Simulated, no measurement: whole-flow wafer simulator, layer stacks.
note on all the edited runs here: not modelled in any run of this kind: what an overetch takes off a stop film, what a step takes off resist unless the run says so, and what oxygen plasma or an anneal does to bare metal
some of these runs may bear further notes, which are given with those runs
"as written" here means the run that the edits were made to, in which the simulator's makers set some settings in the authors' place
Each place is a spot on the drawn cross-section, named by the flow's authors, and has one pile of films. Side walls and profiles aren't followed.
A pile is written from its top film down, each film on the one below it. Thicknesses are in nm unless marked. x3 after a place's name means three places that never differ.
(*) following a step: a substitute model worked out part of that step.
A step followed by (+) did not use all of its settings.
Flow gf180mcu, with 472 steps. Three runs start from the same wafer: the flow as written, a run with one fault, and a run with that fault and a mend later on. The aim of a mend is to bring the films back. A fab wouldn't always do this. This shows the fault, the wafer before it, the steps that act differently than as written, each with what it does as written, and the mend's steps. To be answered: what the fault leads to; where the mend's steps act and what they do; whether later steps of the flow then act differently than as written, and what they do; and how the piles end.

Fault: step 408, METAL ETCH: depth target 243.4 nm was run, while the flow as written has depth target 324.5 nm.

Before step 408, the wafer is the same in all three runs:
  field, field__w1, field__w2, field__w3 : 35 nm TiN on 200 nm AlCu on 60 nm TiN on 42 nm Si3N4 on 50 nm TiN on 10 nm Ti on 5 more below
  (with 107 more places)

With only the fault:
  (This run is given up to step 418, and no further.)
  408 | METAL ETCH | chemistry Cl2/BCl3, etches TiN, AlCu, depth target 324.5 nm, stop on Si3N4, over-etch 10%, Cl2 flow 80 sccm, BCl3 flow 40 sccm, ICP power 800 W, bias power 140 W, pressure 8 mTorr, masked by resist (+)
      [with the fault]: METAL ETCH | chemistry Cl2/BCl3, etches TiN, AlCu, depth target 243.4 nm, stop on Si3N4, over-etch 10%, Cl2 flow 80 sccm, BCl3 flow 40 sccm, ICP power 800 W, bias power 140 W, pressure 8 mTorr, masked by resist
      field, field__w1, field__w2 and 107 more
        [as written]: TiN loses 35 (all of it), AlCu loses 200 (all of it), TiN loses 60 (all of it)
        [with the fault]: TiN loses 35 (all of it), AlCu loses 200 (all of it), TiN loses 8.4
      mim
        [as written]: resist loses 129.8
        [with the fault]: resist loses 97.4
  Later steps of the flow acting differently than as written (2 other steps are not shown; they differ only slightly, by no more than 2% or 0.5 nm, whichever is larger):
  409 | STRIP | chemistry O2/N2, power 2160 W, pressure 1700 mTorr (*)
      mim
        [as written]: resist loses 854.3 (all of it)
        [with the fault]: resist loses 886.8 (all of it)
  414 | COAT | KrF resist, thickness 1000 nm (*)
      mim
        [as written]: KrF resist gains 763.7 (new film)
        [with the fault]: KrF resist gains 803.3 (new film)
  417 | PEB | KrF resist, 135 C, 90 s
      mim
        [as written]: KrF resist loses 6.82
        [with the fault]: KrF resist loses 7.45
  Once step 418 is done, the piles at field, field__w1, field__w2 and 109 more depart from the flow's by more than 2% or 0.5 nm, whichever is larger.
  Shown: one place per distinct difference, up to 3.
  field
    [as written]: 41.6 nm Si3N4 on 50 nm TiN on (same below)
    [with the fault]: 51.2 nm TiN on 42 nm Si3N4 on 50 nm TiN on (same below)
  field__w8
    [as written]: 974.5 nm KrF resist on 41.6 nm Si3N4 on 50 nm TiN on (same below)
    [with the fault]: 974.5 nm KrF resist on 51.2 nm TiN on 42 nm Si3N4 on 50 nm TiN on (same below)
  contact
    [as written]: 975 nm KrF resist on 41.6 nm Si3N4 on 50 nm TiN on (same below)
    [with the fault]: 974.9 nm KrF resist on 51.2 nm TiN on 42 nm Si3N4 on 50 nm TiN on (same below)

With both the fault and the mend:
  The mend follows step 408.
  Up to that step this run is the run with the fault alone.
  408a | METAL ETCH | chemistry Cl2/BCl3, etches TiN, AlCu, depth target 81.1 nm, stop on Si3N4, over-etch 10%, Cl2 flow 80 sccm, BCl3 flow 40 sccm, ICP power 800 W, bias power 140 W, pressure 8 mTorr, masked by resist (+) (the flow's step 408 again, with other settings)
      field, field__w1, field__w2 and 107 more
        TiN loses 51.6 (all of it)
      mim
        resist loses 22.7
  None of the later steps of the flow differs from how it acts as written, at any place that is followed, by more than 2% or 0.5 nm, whichever is larger.
  The piles end the same as the flow's at every place that both follow.
